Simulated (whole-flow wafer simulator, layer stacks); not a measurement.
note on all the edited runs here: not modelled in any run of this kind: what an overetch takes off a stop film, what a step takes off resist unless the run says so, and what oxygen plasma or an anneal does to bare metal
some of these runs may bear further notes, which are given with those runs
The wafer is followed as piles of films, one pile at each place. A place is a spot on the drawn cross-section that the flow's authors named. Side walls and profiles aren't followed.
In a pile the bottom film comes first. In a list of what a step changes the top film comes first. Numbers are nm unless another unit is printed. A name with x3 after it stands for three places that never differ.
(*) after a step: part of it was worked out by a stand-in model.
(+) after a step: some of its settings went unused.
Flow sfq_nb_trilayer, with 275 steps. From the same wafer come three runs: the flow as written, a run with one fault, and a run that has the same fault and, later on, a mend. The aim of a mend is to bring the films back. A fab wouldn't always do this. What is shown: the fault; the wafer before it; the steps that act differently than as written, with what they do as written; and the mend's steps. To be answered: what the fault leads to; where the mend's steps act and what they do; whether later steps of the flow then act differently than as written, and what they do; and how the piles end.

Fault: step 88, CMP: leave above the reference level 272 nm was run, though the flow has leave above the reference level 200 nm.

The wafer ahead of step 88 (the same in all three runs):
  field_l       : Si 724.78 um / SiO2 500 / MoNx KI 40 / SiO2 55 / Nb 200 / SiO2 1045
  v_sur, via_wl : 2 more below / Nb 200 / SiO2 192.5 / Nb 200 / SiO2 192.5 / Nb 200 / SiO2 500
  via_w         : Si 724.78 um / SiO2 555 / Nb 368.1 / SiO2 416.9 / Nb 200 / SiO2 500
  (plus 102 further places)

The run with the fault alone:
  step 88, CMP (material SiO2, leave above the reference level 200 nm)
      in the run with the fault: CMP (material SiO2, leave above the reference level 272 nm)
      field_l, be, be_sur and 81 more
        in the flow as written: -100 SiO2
        in the run with the fault: -28 SiO2
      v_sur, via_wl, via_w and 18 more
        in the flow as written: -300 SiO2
        in the run with the fault: -228 SiO2
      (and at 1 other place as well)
  Steps further on in the flow that do not act as written (4 more steps, not shown, differ only slightly: by at most 2% or 0.5 nm, whichever is larger):
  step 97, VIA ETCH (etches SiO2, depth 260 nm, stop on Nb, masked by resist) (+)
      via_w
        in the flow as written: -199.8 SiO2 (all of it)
        in the run with the fault: -260 SiO2
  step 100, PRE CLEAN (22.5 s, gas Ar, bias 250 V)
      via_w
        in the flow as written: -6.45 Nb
        in the run with the fault: -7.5 SiO2
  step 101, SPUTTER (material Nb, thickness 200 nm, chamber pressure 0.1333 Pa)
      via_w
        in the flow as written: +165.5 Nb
        in the run with the fault: +152.6 Nb (new film)
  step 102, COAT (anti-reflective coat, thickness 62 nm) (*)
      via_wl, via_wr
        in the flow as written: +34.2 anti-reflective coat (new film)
        in the run with the fault: +23 anti-reflective coat (new film)
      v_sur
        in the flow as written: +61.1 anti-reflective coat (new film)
        in the run with the fault: +55.7 anti-reflective coat (new film)
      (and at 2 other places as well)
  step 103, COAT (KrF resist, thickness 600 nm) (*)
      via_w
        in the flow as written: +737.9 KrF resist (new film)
        in the run with the fault: +794 KrF resist (new film)
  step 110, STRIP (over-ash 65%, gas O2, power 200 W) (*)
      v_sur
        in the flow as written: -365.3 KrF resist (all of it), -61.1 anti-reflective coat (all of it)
        in the run with the fault: -362.3 KrF resist (all of it), -55.7 anti-reflective coat (all of it)
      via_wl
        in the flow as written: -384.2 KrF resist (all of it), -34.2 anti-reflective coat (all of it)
        in the run with the fault: -383.9 KrF resist (all of it), -23 anti-reflective coat (all of it)
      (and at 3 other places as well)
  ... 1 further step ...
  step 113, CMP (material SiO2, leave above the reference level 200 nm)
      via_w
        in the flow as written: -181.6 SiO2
        in the run with the fault: -157.1 SiO2
  The piles end different from the flow's at field_l, v_sur, via_wl and 103 more by more than 2% or 0.5 nm, whichever is larger.
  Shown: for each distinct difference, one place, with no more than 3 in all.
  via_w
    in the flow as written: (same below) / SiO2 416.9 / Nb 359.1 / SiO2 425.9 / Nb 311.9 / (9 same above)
    in the run with the fault: (same below) / SiO2 416.9 / Nb 200 / SiO2 4.34 / Nb 152.6 / SiO2 500.1 / Nb 311.9 / (9 same above)
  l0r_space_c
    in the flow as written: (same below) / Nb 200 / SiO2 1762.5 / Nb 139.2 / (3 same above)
    in the run with the fault: (same below) / Nb 200 / SiO2 1834.5 / Nb 139.2 / (3 same above)
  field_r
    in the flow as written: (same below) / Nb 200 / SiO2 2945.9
    in the run with the fault: (same below) / Nb 200 / SiO2 3017.9

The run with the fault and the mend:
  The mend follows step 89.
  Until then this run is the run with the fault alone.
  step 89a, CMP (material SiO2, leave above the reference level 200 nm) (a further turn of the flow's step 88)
      field_l, v_sur, via_wl and 103 more
        -72 SiO2
  Every later step of the flow that is run acts as written at every place that is followed.
  By the end, the piles equal the flow's at every place that both follow.
